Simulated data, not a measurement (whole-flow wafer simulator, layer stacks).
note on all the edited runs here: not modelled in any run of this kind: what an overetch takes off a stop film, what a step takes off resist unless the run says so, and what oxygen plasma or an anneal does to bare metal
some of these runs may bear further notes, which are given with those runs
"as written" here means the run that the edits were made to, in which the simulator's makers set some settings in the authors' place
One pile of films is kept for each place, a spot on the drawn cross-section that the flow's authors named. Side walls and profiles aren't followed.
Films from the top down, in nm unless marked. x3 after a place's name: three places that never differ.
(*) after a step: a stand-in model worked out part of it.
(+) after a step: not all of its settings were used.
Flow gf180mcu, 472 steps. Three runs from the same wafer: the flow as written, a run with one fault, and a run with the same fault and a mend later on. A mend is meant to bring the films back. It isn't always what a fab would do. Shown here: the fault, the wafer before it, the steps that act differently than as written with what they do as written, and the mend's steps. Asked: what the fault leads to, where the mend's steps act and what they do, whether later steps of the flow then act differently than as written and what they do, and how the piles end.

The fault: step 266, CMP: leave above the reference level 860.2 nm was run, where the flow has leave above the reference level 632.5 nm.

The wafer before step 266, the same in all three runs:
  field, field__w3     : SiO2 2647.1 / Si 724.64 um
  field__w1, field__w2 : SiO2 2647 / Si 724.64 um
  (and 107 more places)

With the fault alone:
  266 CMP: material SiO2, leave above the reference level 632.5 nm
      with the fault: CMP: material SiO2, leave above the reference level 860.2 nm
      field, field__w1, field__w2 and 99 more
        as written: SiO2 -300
        with the fault: SiO2 -72.3
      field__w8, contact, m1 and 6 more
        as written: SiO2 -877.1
        with the fault: SiO2 -649.4
  Later steps of the flow that act differently than as written:
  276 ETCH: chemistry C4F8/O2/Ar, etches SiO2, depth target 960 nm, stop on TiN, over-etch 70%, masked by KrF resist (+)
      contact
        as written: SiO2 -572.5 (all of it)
        with the fault: SiO2 -800.2 (all of it)
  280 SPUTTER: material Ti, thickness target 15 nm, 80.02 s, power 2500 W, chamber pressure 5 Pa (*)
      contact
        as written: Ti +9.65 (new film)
        with the fault: Ti +8.46 (new film)
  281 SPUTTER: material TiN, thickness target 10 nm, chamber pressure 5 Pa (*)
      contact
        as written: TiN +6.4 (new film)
        with the fault: TiN +5.61 (new film)
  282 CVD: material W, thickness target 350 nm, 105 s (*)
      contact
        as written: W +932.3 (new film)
        with the fault: W +1162 (new film)
  At the end the piles differ from the flow's by more than 2% or 0.5 nm, whichever is larger, at field, field__w1, field__w2 and 109 more.
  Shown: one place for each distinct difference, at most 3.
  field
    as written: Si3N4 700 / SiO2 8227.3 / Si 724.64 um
    with the fault: Si3N4 700 / SiO2 8455 / Si 724.64 um
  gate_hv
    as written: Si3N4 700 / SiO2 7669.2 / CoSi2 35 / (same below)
    with the fault: Si3N4 700 / SiO2 7896.9 / CoSi2 35 / (same below)
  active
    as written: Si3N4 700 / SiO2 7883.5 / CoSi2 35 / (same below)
    with the fault: Si3N4 700 / SiO2 8111.2 / CoSi2 35 / (same below)

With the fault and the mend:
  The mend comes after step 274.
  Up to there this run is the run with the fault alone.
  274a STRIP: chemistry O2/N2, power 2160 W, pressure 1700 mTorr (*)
      field, field__w1, field__w2 and 107 more
        KrF resist -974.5 (all of it), anti-reflective coat -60 (all of it)
      contact
        anti-reflective coat -60 (all of it)
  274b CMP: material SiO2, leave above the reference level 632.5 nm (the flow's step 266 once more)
      field, field__w1, field__w2 and 108 more
        SiO2 -227.7
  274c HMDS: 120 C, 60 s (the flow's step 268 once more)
      changes no film at any place that is followed
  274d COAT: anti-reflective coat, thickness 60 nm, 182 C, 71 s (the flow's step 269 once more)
      field, field__w1, field__w2 and 108 more
        anti-reflective coat +60 (new film)
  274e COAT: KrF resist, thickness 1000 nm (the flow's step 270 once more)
      field, field__w1, field__w2 and 108 more
        KrF resist +1000 (new film)
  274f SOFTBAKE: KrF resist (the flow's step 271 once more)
      changes no film at any place that is followed
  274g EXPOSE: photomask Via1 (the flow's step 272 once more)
      changes no film at any place that is followed
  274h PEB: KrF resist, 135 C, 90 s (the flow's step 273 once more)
      field, field__w1, field__w2 and 108 more
        KrF resist -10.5
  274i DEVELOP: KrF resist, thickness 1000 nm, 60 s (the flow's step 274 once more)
      field, field__w1, field__w2 and 107 more
        KrF resist -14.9
      contact
        KrF resist -989.5 (all of it)
  No later step of the flow acts differently than as written at any place that is followed.
  At the end the piles are the same as the flow's at every place that both follow.
